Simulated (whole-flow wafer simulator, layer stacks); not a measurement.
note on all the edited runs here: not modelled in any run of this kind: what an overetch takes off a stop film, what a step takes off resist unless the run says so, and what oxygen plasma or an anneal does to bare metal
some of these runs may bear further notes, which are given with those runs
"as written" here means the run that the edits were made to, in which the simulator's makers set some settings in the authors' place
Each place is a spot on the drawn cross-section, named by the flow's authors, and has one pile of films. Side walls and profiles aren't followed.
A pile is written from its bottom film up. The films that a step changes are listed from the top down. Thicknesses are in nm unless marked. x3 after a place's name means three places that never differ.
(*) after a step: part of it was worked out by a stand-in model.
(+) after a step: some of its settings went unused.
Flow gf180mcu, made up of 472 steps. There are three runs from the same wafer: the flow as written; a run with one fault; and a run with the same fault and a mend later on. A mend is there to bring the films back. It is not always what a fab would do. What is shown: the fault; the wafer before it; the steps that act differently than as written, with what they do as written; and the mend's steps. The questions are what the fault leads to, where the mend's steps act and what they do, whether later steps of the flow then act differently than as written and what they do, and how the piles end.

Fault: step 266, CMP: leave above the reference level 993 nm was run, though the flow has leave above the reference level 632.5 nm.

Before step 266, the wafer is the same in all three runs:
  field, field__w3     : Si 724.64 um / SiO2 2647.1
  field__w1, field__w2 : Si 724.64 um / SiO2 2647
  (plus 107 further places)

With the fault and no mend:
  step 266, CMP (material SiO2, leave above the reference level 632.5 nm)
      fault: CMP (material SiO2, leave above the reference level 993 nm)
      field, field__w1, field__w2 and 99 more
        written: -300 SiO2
        fault: nothing
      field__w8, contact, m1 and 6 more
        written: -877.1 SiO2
        fault: -516.6 SiO2
  Later steps of the flow acting differently than as written (4 other steps are not shown; they differ only slightly, by no more than 2% or 0.5 nm, whichever is larger):
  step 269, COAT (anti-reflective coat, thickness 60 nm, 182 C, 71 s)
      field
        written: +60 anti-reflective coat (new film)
        fault: +84.2 anti-reflective coat (new film)
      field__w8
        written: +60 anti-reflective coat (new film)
        fault: +27.7 anti-reflective coat (new film)
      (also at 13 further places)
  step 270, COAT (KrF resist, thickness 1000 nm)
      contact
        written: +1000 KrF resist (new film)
        fault: +978 KrF resist (new film)
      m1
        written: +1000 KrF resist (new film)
        fault: +975.6 KrF resist (new film)
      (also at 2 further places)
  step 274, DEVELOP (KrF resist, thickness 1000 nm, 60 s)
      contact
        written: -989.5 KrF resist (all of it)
        fault: -967.7 KrF resist (all of it)
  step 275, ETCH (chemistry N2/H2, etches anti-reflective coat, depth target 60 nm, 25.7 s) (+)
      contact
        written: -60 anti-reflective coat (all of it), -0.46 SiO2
        fault: -31.2 anti-reflective coat (all of it), -1.2 SiO2
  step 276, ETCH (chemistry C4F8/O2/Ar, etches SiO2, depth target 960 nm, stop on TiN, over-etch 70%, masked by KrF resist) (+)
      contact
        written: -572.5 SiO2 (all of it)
        fault: -932.2 SiO2 (all of it)
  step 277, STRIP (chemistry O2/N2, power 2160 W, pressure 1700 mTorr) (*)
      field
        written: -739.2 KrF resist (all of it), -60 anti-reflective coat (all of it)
        fault: -727.9 KrF resist (all of it), -84.2 anti-reflective coat (all of it)
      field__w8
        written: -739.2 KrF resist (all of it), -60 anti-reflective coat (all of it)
        fault: -732.6 KrF resist (all of it), -27.7 anti-reflective coat (all of it)
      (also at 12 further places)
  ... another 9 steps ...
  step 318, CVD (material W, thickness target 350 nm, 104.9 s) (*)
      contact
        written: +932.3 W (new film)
        fault: +990.9 W (new film)
  By the end, the piles at field, field__w1, field__w2 and 109 more depart from the flow's by more than 2% or 0.5 nm, whichever is larger.
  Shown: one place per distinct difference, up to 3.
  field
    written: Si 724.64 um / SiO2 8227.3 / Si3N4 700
    fault: Si 724.64 um / SiO2 8585.5 / Si3N4 700
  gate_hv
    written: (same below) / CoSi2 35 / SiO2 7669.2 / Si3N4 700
    fault: (same below) / CoSi2 35 / SiO2 8027.4 / Si3N4 700
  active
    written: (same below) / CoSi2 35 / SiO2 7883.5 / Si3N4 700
    fault: (same below) / CoSi2 35 / SiO2 8241.8 / Si3N4 700

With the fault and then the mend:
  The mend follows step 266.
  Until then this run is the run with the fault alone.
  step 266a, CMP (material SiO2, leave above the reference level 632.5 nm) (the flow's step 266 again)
      field, field__w1, field__w2 and 99 more
        -300 SiO2
      field__w8, contact, m1 and 6 more
        -360.5 SiO2
  Later steps of the flow that are run all act as written at every place that is followed.
  The piles end the same as the flow's at every place that both follow.
